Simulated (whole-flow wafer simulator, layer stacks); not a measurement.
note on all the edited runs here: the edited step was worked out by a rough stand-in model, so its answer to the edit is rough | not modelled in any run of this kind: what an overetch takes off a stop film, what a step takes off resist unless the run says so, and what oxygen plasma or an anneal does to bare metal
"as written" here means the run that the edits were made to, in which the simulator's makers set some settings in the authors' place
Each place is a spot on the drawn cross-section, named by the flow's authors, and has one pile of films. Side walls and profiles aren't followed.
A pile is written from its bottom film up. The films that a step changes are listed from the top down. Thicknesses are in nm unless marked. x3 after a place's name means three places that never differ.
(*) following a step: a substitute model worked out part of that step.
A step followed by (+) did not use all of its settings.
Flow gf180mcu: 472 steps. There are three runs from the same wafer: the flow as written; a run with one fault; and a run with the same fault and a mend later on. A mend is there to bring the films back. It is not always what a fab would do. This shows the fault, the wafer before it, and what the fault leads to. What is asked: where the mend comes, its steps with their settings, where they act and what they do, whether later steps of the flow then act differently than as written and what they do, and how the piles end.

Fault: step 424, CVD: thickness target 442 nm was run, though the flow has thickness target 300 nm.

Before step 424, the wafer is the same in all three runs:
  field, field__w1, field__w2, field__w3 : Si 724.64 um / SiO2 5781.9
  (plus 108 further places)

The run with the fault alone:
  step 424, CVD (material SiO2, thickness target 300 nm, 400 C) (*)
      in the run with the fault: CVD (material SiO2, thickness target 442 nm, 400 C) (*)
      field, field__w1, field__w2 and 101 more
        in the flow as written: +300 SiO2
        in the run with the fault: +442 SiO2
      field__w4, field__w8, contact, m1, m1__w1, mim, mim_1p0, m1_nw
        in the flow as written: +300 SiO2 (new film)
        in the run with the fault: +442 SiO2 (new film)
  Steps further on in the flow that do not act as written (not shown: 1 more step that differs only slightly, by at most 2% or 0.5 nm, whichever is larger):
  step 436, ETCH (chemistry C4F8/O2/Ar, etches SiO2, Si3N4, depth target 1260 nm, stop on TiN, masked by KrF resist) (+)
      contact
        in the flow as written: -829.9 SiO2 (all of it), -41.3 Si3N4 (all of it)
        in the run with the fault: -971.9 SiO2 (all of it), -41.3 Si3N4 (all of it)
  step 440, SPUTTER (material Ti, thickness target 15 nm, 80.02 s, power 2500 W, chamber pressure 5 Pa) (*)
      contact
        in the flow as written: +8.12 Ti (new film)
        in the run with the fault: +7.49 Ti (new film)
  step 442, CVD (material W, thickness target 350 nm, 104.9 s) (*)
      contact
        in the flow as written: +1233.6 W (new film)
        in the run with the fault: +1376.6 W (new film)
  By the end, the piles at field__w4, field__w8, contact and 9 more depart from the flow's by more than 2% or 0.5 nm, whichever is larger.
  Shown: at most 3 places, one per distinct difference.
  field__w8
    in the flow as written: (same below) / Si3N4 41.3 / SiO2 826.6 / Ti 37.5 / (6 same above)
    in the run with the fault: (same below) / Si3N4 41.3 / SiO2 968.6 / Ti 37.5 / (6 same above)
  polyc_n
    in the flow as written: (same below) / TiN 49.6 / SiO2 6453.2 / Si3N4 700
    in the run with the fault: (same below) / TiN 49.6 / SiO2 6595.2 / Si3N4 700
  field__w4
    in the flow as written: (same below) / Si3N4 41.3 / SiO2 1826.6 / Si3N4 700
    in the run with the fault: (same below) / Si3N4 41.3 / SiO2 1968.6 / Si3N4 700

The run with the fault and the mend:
  The mend follows step 424.
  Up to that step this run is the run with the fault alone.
  step 424a, WET ETCH (chemistry dHF, depth target 142 nm, 25 C, dilution 100:1) (a further turn of the flow's step 17, with different settings)
      field, field__w1, field__w2 and 109 more
        -142 SiO2
  None of the later steps of the flow acts differently than as written at any place that is followed.
  By the end, the piles equal the flow's at every place that both follow.
